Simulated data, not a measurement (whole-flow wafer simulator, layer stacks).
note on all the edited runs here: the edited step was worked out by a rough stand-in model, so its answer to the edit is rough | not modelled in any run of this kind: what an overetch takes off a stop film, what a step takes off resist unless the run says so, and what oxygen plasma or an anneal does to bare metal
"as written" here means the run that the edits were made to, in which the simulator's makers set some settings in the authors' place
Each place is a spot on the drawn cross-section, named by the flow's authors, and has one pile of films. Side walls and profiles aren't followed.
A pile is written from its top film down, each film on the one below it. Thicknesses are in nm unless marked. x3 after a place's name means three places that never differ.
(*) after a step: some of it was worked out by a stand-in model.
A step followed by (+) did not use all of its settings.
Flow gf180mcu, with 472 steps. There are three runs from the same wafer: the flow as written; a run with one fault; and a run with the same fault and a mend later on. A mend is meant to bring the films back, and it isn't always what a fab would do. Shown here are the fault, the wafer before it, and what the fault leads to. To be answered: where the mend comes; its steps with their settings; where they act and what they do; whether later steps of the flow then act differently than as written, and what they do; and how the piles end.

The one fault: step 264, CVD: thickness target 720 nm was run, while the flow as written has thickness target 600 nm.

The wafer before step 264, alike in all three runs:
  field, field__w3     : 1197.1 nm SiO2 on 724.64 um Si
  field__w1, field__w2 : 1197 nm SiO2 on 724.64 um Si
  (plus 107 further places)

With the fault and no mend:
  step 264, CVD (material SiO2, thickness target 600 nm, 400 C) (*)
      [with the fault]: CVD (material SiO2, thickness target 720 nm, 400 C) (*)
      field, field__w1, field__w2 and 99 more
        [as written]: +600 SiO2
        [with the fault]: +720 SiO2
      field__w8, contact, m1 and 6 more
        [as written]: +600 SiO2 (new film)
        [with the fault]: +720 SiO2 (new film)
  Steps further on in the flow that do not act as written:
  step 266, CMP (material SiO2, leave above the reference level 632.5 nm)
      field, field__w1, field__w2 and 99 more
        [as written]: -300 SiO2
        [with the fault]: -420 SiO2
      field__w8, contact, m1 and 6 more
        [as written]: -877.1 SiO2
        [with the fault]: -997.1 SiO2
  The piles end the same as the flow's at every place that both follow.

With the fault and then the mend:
  The mend follows step 275.
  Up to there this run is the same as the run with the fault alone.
  step 276, ETCH (chemistry C4F8/O2/Ar, etches SiO2, depth target 1080 nm, stop on TiN, over-etch 70%, masked by KrF resist) (+) (the flow's step 276; as written it has depth target 960 nm)
      field, field__w1, field__w2 and 107 more
        -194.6 KrF resist
      contact
        -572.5 SiO2 (all of it)
  Every later step of the flow that is run acts as written, at every place that is followed, to within 2% or 0.5 nm, whichever is larger.
  The piles end the same as the flow's at every place that both follow.
